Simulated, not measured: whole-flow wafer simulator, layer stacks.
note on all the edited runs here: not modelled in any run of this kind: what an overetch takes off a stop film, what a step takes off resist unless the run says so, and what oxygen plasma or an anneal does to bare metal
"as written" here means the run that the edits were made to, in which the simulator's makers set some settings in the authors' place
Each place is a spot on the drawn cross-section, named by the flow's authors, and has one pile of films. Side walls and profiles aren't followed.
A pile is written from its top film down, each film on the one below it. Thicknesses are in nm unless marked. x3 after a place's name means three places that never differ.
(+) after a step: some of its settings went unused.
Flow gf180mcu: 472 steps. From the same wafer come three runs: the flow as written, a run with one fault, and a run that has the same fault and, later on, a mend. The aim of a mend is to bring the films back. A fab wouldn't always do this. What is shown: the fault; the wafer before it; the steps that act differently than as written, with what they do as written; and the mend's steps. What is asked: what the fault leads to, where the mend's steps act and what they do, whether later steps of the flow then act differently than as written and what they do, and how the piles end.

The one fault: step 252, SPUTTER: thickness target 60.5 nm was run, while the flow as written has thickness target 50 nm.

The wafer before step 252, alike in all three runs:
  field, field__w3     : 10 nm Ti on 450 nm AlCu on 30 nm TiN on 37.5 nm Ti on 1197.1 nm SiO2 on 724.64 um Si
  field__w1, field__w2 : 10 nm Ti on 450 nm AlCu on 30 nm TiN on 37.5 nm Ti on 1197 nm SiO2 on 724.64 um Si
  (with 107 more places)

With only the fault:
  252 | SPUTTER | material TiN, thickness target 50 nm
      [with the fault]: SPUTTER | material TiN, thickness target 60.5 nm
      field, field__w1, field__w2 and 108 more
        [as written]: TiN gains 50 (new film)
        [with the fault]: TiN gains 60.5 (new film)
  Later steps of the flow acting differently than as written (6 more steps, not shown, differ only slightly: by at most 2% or 0.5 nm, whichever is larger):
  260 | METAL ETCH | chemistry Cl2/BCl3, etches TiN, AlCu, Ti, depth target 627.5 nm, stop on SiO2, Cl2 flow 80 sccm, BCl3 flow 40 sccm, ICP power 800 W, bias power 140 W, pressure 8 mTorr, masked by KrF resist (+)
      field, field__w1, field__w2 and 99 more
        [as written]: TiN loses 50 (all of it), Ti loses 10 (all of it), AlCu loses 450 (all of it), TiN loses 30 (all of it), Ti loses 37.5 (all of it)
        [with the fault]: TiN loses 60.5 (all of it), Ti loses 10 (all of it), AlCu loses 450 (all of it), TiN loses 30 (all of it), Ti loses 37.5 (all of it)
  The piles end different from the flow's at field__w8, contact, m1 and 6 more by more than 2% or 0.5 nm, whichever is larger.
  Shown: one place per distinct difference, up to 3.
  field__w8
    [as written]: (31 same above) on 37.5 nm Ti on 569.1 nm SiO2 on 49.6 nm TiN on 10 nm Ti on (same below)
    [with the fault]: (31 same above) on 37.5 nm Ti on 558.6 nm SiO2 on 60.1 nm TiN on 10 nm Ti on (same below)
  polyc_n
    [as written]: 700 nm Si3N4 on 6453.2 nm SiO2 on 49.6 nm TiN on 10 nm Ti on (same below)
    [with the fault]: 700 nm Si3N4 on 6442.7 nm SiO2 on 60.1 nm TiN on 10 nm Ti on (same below)
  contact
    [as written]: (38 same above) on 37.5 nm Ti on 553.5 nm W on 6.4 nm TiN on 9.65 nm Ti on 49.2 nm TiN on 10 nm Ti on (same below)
    [with the fault]: (38 same above) on 37.5 nm Ti on 542.9 nm W on 6.44 nm TiN on 9.71 nm Ti on 59.7 nm TiN on 10 nm Ti on (same below)

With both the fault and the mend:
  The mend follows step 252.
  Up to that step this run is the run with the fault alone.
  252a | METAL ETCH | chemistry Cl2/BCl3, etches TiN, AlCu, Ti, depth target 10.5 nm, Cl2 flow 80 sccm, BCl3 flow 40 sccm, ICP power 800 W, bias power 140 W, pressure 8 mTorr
      field, field__w1, field__w2 and 108 more
        TiN loses 10.5
  Later steps of the flow that are run all act as written at every place that is followed.
  At every place that both follow, the piles at the end match the flow's.
